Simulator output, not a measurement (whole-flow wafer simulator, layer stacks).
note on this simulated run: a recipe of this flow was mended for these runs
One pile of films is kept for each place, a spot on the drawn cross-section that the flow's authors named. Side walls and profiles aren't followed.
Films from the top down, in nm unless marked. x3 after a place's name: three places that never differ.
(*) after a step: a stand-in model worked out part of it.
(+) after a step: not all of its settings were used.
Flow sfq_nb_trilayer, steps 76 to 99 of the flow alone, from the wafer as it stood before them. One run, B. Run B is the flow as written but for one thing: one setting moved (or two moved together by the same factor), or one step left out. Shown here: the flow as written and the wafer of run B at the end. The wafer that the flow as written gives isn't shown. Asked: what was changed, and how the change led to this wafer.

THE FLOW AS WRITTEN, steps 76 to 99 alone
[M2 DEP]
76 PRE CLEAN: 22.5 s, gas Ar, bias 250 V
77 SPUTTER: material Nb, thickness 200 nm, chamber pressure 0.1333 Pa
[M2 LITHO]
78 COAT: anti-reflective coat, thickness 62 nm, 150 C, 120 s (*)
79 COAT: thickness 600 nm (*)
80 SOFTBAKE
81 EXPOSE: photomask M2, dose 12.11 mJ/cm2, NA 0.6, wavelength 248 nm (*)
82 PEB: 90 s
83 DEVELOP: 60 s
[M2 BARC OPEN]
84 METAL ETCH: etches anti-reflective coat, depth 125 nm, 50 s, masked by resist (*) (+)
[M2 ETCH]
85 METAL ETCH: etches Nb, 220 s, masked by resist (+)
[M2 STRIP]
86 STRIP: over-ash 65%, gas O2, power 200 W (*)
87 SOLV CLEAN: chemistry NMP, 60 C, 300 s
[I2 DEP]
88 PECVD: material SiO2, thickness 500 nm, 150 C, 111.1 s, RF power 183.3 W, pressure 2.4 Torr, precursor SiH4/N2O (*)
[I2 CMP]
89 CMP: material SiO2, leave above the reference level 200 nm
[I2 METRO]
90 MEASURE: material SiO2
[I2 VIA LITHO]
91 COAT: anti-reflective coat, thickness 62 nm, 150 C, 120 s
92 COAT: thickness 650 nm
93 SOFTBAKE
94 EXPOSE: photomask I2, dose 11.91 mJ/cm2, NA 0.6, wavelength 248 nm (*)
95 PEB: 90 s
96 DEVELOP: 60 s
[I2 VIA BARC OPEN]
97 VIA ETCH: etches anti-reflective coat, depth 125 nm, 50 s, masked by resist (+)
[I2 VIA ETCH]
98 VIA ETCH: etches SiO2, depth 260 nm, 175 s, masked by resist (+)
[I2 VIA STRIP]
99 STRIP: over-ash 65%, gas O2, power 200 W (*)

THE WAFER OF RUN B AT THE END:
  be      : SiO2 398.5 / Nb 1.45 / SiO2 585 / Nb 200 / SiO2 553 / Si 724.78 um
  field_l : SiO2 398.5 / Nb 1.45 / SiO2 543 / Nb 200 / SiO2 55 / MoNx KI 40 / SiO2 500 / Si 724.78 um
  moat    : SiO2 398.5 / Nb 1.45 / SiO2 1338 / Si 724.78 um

The cause: step 85, METAL ETCH: 182 s was run, where the flow has 220 s.

How the change led to this, step by step:
  85 METAL ETCH: etches Nb, 220 s, masked by resist (+)
      field_l, be, be_sur and 81 more: Nb -198.5 (as written it would be: Nb -200 (all of it), SiO2 -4)
      v_sur, via_wl, via_w, via_wr, via_sp, via_v, wire, wl_j_sl x15: KrF-resist-other-grade -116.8 (as written it would be: KrF-resist-other-grade -141.2)
  86 STRIP: over-ash 65%, gas O2, power 200 W (*)
      wl_j_sl x15: KrF-resist-other-grade -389 (all of it), anti-reflective coat -62 (all of it) (as written it would be: KrF-resist-other-grade -364.6 (all of it), anti-reflective coat -62 (all of it))
      v_sur: KrF-resist-other-grade -385 (all of it), anti-reflective coat -64.8 (all of it) (as written it would be: KrF-resist-other-grade -360.6 (all of it), anti-reflective coat -64.8 (all of it))
      (and at 6 more places)
  88 PECVD: material SiO2, thickness 500 nm, 150 C, 111.1 s, RF power 183.3 W, pressure 2.4 Torr, precursor SiH4/N2O (*)
      field_l, be, be_sur and 81 more: SiO2 +500 (new film) (as written it would be: SiO2 +500)
  89 CMP: material SiO2, leave above the reference level 200 nm
      field_l, be, be_sur and 81 more: SiO2 -101.5 (as written it would be: SiO2 -96)
Counting metal films that touch as one body, be has 2 bodies (between them, from the top down: SiO2 585); the flow as written gives 1 body.
Counting metal films that touch as one body, field_l has 3 bodies (between them, from the top down: SiO2 543; SiO2 55); the flow as written gives 2 bodies (between them, from the top down: SiO2 55).
Counting metal films that touch as one body, moat has 1 body; the flow as written gives 0 bodies.
